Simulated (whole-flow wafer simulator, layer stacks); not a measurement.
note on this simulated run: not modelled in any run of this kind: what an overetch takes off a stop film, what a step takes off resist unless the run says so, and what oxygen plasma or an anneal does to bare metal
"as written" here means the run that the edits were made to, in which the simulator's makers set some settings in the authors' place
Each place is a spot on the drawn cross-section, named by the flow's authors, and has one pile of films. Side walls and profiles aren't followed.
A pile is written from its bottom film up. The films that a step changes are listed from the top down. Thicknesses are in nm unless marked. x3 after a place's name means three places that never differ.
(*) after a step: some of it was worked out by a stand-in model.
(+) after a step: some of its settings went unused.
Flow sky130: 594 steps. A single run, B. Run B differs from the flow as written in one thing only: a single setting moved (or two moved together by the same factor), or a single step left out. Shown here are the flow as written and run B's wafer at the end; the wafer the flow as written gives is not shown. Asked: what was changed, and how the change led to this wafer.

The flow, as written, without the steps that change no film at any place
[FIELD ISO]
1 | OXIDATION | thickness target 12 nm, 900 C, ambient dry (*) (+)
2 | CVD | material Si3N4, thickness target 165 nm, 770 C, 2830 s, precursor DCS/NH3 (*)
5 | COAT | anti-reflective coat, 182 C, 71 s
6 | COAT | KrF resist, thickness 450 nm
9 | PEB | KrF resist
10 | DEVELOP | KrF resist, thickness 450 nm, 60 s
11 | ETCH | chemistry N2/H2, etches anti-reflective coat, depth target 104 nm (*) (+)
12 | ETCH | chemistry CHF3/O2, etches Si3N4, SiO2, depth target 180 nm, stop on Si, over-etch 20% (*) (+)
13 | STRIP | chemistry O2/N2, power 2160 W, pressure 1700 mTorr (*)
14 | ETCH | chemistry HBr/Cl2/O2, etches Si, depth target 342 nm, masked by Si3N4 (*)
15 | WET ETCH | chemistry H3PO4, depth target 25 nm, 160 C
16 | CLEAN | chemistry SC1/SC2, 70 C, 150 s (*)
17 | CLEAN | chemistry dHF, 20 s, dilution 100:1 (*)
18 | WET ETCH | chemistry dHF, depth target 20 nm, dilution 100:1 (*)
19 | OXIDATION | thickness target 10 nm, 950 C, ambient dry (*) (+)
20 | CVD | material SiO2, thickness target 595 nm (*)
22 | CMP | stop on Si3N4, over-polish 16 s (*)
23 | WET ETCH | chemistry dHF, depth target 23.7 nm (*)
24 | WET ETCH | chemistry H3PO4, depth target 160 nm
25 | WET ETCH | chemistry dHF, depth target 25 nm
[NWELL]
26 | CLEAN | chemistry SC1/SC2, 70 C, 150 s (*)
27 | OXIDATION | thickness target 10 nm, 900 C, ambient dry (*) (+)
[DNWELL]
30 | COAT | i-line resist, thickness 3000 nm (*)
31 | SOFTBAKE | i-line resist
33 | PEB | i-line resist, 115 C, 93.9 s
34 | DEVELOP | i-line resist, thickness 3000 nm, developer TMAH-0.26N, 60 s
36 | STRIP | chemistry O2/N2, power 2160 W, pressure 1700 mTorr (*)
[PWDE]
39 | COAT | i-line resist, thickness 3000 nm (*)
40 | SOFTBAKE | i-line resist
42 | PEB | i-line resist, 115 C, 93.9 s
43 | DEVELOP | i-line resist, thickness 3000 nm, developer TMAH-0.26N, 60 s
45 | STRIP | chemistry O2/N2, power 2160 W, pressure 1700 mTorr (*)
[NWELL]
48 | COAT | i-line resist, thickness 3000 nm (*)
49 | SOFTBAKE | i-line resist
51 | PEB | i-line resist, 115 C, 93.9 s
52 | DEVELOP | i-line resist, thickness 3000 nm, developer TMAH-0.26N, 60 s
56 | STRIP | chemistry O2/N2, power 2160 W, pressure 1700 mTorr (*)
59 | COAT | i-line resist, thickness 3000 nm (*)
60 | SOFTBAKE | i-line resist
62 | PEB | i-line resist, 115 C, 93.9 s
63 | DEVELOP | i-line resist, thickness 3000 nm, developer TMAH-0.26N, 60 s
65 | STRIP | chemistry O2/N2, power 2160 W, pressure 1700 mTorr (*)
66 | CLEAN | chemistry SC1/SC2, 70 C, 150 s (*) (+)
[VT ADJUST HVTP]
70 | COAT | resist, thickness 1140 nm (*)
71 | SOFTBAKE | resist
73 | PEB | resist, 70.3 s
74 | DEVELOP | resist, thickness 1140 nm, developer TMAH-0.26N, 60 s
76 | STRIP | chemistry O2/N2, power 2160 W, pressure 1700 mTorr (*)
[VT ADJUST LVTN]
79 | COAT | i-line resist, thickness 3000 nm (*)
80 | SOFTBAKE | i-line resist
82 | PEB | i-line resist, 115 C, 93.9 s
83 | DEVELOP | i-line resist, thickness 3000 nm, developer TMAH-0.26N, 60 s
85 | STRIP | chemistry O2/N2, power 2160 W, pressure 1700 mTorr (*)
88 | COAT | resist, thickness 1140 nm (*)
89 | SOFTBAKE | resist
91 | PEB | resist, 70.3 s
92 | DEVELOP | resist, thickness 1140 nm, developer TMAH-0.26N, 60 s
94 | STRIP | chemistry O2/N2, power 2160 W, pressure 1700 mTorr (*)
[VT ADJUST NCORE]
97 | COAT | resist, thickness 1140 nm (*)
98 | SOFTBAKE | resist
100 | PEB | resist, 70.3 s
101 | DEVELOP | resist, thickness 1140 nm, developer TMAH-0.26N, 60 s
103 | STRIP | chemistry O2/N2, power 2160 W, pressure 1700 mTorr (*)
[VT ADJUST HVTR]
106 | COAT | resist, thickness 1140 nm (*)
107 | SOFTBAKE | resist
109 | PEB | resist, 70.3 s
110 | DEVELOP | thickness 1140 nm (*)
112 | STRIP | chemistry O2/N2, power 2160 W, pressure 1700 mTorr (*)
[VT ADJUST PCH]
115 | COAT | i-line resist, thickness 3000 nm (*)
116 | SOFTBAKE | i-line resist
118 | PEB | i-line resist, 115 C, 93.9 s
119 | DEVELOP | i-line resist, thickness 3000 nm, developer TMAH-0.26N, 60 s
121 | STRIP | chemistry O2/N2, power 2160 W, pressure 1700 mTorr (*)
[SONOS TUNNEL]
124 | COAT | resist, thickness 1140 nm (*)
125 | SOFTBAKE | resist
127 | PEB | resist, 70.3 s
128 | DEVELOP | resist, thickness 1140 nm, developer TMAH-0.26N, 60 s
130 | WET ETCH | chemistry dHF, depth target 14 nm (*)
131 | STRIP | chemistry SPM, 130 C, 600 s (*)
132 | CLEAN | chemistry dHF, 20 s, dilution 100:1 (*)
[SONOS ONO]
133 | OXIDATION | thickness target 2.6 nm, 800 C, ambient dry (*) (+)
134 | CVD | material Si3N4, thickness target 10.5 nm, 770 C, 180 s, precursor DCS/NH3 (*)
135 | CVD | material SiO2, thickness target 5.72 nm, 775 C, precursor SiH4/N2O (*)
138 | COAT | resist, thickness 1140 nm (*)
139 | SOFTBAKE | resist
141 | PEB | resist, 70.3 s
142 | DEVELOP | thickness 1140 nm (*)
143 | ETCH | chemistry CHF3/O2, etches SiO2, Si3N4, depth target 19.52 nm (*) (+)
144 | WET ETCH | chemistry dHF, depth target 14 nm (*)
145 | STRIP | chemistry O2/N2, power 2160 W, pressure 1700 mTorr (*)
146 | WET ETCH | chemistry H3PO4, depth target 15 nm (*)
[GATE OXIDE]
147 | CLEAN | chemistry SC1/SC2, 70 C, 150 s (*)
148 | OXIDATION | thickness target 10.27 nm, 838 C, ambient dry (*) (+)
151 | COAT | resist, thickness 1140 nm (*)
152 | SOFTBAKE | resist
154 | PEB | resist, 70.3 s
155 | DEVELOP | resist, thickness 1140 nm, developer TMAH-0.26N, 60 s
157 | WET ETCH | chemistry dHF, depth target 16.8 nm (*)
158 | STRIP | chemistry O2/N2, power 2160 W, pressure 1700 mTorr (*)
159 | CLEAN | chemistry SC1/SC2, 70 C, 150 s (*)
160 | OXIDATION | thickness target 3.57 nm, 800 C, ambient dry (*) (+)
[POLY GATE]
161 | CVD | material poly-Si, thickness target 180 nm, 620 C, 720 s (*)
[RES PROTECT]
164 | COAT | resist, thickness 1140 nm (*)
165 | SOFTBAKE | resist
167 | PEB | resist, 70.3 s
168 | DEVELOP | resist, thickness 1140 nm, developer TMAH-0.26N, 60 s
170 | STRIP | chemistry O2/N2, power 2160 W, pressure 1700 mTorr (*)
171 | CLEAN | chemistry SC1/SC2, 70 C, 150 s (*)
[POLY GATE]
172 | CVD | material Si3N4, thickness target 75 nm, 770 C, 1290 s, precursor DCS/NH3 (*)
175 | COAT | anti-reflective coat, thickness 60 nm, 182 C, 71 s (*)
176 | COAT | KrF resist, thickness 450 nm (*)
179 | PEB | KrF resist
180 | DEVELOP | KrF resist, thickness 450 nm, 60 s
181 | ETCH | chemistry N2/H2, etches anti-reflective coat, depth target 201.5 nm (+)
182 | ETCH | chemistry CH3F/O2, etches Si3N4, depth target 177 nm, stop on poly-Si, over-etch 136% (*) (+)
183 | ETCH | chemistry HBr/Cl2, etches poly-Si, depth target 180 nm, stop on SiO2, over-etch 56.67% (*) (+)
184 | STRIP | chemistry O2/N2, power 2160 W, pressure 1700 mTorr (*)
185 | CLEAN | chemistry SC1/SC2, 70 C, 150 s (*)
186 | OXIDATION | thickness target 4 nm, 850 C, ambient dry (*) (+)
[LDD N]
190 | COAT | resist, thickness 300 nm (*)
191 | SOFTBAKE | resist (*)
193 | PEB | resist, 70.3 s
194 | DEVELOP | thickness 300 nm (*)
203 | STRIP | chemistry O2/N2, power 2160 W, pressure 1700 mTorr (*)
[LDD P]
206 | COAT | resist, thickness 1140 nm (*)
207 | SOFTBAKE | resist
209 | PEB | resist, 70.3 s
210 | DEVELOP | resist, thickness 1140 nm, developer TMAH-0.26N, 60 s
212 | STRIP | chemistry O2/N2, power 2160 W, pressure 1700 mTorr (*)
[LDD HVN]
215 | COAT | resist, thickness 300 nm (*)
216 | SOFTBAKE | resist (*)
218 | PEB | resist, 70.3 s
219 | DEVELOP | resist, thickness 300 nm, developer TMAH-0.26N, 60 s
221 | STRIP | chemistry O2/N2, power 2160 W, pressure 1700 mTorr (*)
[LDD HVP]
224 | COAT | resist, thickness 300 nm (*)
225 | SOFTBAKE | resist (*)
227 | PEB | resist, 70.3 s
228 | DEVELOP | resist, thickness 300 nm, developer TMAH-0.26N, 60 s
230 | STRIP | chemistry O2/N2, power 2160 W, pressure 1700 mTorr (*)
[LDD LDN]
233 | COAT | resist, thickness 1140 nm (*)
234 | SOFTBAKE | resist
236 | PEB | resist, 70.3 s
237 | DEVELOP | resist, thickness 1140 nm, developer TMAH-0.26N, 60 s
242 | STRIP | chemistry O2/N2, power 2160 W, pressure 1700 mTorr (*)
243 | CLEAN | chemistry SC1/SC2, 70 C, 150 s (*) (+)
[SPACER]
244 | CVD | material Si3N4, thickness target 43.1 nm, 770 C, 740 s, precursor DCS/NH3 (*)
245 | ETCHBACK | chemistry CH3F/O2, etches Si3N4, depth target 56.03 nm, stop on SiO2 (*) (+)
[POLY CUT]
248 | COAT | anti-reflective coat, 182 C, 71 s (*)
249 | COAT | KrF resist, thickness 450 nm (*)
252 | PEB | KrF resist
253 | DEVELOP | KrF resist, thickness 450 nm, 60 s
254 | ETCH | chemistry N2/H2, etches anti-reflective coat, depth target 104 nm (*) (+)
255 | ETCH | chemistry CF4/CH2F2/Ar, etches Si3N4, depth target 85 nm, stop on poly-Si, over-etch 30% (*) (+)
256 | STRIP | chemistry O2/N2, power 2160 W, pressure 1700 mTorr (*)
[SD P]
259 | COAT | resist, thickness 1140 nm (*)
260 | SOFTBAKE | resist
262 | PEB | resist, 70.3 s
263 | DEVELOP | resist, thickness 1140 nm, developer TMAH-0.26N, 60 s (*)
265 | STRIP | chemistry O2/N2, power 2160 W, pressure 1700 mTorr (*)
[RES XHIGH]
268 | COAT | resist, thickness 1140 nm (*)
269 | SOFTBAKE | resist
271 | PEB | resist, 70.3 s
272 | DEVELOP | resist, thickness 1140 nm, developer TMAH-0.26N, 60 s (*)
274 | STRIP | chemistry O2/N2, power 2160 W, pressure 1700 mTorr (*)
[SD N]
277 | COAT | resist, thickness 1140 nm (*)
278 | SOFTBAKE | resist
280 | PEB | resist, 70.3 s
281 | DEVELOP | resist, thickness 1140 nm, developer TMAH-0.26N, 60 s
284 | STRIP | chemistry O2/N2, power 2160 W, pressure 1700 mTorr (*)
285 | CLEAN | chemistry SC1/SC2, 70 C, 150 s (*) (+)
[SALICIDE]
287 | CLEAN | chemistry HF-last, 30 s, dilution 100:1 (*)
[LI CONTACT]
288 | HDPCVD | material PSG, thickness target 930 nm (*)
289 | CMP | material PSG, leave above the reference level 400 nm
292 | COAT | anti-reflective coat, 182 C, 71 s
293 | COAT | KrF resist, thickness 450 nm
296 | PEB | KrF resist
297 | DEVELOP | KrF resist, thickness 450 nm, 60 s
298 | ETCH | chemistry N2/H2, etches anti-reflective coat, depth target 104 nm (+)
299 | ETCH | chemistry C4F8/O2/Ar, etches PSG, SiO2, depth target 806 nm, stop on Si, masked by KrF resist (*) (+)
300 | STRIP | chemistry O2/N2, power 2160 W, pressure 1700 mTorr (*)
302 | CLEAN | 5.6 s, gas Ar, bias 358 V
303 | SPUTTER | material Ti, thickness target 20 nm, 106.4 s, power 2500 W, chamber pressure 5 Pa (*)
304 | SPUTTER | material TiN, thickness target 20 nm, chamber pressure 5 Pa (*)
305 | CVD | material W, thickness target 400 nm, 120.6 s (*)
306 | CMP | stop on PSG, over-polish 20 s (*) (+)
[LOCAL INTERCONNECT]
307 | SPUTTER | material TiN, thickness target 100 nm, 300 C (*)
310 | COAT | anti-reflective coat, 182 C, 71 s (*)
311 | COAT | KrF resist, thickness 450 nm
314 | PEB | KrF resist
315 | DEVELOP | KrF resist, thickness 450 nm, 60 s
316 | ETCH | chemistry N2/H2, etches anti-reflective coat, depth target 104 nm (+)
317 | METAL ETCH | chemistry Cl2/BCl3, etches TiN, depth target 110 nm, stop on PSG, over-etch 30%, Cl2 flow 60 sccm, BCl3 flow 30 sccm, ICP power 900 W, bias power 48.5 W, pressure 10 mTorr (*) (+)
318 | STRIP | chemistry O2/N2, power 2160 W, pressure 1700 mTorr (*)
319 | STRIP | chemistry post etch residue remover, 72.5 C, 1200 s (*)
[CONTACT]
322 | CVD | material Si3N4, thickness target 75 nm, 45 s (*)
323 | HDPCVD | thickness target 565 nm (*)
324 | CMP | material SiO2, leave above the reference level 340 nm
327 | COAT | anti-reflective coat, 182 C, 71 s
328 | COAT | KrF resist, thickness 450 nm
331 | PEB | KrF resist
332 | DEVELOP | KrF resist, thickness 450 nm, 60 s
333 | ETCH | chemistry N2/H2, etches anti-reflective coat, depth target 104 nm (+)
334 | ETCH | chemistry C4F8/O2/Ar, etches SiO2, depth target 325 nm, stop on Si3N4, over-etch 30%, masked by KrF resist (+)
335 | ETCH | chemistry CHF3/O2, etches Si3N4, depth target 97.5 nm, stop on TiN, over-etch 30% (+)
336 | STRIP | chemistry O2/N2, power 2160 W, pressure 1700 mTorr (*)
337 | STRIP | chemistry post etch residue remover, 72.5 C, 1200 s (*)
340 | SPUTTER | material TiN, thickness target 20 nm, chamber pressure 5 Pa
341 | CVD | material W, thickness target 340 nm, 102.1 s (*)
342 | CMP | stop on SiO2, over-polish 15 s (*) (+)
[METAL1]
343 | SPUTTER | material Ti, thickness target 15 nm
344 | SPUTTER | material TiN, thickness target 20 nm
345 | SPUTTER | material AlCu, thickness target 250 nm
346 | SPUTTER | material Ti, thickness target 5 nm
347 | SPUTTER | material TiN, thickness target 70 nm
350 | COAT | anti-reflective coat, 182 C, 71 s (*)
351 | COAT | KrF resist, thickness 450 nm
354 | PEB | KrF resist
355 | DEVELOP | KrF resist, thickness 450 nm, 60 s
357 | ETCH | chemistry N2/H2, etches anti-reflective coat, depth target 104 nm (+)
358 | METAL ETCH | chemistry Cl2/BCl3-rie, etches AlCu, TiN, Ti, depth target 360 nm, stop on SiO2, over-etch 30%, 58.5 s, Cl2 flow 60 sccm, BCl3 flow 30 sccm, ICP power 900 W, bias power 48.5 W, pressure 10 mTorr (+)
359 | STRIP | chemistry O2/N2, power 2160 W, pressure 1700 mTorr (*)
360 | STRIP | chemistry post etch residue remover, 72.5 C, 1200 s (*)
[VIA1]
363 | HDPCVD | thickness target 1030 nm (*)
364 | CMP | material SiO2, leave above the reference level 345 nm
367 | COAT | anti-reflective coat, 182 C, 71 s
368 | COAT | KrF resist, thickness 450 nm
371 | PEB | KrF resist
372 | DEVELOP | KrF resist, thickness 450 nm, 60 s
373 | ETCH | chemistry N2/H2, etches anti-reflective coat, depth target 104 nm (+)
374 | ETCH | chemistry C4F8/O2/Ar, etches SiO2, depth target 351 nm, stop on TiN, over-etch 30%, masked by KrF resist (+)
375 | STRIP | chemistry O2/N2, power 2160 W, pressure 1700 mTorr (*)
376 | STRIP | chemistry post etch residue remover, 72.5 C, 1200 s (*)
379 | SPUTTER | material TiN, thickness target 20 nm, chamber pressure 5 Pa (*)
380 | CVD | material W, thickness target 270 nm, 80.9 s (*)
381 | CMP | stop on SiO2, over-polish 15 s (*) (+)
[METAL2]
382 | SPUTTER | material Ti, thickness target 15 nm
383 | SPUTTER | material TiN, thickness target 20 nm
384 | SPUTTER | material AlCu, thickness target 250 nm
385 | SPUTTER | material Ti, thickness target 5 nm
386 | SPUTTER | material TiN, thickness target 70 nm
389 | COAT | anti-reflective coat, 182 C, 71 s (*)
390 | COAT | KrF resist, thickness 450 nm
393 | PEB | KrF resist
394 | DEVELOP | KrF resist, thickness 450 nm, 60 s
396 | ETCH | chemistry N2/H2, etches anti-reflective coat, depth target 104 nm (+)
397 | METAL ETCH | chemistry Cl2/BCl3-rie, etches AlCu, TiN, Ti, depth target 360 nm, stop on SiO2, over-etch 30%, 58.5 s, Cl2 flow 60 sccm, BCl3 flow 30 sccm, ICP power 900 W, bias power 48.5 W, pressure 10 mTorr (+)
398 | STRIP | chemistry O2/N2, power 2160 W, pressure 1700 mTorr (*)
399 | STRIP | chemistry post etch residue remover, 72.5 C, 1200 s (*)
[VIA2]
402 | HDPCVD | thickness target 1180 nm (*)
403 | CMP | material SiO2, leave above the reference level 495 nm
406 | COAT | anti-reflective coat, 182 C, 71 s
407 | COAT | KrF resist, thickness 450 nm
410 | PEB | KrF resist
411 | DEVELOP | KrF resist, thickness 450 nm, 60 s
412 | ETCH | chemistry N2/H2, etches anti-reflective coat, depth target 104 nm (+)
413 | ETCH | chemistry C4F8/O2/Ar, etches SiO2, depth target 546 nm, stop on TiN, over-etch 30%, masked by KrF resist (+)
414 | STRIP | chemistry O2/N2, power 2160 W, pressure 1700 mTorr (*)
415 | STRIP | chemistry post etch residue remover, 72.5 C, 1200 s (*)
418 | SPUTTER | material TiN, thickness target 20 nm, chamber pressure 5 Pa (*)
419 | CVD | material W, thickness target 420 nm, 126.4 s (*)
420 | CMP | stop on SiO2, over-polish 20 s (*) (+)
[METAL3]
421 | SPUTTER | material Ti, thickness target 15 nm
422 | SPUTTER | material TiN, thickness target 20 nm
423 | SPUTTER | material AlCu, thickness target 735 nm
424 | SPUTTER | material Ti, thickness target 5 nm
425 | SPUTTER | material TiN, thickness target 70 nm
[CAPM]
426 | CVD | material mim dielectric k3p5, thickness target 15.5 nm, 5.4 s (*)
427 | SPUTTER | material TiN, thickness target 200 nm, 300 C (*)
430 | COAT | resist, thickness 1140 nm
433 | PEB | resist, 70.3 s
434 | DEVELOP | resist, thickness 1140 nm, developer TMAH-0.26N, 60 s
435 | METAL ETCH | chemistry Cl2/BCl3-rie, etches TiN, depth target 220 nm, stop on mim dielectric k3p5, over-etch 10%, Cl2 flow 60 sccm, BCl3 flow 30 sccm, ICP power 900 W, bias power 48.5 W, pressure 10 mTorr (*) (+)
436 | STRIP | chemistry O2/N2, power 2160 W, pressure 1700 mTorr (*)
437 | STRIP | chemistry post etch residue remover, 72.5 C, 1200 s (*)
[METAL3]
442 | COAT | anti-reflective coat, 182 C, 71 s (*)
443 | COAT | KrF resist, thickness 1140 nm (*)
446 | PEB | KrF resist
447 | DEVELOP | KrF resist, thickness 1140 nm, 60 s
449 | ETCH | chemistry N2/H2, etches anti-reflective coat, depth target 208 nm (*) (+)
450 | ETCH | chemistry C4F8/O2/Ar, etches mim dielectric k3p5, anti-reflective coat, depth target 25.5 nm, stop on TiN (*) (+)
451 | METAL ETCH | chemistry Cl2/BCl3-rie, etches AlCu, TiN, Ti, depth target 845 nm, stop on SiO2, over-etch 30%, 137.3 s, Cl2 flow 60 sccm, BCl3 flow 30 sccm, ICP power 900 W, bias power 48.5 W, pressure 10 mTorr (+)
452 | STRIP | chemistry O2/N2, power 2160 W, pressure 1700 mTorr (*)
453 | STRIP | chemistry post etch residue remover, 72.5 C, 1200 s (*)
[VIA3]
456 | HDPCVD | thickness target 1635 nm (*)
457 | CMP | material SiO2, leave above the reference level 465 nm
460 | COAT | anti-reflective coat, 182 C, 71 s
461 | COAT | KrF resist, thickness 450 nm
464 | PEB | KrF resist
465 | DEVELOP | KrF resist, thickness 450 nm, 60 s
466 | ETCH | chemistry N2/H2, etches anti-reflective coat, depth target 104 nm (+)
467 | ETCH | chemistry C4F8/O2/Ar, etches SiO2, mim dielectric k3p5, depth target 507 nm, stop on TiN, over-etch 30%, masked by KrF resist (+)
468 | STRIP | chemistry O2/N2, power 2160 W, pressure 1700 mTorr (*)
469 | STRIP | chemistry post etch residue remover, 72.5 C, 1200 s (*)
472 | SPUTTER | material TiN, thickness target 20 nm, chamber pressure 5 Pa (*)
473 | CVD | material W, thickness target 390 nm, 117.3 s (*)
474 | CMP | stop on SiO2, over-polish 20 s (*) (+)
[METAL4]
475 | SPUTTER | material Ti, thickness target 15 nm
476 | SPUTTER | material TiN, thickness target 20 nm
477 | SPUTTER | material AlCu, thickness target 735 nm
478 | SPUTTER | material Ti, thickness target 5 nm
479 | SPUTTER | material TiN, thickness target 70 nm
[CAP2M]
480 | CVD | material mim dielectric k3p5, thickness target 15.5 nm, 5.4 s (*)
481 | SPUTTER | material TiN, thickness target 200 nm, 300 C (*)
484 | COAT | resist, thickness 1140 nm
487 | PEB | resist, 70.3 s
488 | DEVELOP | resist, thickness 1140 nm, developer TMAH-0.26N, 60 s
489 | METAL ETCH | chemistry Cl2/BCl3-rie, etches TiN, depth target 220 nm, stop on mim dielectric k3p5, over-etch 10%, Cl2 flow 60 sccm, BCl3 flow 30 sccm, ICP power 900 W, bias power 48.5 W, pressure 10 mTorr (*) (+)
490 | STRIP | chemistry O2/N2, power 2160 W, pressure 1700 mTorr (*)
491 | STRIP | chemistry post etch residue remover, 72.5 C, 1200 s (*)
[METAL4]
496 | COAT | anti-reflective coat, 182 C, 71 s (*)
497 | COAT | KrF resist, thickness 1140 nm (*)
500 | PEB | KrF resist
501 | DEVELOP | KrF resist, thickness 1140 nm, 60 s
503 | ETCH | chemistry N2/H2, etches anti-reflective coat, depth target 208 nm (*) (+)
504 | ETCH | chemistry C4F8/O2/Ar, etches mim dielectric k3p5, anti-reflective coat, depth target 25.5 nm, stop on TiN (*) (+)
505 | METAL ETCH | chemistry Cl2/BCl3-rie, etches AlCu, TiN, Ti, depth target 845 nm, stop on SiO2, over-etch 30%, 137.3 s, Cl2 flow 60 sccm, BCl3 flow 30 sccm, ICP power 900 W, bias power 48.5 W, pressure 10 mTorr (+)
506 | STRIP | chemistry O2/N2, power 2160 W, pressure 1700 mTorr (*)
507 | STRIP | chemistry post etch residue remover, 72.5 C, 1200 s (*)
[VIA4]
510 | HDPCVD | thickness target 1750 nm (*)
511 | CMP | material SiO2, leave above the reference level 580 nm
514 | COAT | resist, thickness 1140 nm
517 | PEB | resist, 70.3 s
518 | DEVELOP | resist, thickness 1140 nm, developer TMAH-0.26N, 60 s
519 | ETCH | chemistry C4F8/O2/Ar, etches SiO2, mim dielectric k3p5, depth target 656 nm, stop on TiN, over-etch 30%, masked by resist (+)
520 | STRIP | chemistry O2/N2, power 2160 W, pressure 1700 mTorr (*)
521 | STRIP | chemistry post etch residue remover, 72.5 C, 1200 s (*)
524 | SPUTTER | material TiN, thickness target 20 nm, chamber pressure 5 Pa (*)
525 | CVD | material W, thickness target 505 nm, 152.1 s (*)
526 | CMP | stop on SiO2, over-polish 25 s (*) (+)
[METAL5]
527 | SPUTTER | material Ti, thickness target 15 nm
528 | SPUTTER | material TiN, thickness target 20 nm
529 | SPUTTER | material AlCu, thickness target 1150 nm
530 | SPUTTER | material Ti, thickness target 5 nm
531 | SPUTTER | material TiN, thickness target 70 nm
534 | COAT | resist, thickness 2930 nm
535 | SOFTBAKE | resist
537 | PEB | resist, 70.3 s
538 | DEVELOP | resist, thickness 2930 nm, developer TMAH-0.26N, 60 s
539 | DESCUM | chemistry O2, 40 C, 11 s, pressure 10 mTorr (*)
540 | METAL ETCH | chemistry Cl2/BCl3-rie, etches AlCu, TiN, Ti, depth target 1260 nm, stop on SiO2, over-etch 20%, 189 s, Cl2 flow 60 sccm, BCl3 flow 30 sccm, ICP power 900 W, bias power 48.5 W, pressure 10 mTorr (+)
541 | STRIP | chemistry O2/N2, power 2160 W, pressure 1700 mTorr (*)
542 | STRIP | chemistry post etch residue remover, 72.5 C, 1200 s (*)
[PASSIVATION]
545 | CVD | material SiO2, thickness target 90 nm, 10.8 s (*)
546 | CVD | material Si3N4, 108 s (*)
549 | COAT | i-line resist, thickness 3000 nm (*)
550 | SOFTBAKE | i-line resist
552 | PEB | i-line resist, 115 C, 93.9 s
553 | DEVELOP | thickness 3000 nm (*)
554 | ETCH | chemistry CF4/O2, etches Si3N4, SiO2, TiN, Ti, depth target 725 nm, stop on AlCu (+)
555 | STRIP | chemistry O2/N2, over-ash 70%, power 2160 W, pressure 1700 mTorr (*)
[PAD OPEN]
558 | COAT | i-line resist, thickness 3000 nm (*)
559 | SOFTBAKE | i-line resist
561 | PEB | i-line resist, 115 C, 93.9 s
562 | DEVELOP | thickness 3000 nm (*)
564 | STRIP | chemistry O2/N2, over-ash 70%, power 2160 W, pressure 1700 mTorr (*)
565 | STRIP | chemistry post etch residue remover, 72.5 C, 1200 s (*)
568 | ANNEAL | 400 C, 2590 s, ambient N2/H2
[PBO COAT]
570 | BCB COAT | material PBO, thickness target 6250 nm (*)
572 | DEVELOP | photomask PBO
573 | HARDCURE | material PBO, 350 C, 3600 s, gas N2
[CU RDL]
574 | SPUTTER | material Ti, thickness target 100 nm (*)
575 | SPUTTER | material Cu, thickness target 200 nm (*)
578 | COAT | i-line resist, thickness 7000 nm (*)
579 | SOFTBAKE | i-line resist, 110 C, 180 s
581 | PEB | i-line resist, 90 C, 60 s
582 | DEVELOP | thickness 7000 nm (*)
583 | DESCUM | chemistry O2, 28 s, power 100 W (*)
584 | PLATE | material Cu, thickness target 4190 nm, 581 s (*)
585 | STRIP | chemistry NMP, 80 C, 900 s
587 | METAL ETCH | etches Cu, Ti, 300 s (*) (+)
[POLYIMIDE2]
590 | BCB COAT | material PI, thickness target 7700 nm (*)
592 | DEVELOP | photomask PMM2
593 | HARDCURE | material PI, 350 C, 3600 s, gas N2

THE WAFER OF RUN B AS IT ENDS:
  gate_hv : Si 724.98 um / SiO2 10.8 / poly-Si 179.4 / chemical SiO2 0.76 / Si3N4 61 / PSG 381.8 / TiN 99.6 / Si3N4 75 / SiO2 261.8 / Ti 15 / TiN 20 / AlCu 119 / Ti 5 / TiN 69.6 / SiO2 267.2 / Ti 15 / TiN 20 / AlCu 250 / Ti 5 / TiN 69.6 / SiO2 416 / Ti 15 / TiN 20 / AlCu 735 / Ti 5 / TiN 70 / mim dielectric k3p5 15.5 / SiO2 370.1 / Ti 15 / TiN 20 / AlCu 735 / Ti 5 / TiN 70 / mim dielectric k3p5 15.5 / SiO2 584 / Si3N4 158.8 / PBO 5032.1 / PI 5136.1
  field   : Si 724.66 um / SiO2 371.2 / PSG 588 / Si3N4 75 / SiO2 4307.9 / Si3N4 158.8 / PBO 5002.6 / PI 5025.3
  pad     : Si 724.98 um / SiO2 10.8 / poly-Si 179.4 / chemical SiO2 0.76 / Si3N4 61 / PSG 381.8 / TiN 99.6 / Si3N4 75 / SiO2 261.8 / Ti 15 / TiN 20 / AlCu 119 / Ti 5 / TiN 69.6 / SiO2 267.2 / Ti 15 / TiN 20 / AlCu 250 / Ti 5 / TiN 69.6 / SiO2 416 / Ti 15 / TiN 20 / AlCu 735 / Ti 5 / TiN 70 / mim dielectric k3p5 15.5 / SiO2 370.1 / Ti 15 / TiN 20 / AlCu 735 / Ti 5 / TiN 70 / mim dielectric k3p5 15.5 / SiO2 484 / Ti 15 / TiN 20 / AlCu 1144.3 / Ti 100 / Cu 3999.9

The reason: step 345, SPUTTER: thickness target 119 nm was run, though the flow has thickness target 250 nm.
One can read it off the wafer: gate_hv has AlCu 119, and step 345 as written asks for 250 nm.

Step by step, how the change led to this:
  345 | SPUTTER | material AlCu, thickness target 250 nm
      field, active, n_well and 188 more: +119 AlCu (new film) (it would be, as written: +250 AlCu (new film))
  358 | METAL ETCH | chemistry Cl2/BCl3-rie, etches AlCu, TiN, Ti, depth target 360 nm, stop on SiO2, over-etch 30%, 58.5 s, Cl2 flow 60 sccm, BCl3 flow 30 sccm, ICP power 900 W, bias power 48.5 W, pressure 10 mTorr (+)
      field, active, gate and 81 more: -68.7 TiN (all of it), -5 Ti (all of it), -119 AlCu (all of it), -20 TiN (all of it), -15 Ti (all of it), -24 SiO2 (it would be, as written: -68.7 TiN (all of it), -5 Ti (all of it), -250 AlCu (all of it), -20 TiN (all of it), -15 Ti (all of it), -10.9 SiO2)
  364 | CMP | material SiO2, leave above the reference level 345 nm
      field, active, gate and 81 more: -507 SiO2 (it would be, as written: -389.1 SiO2)
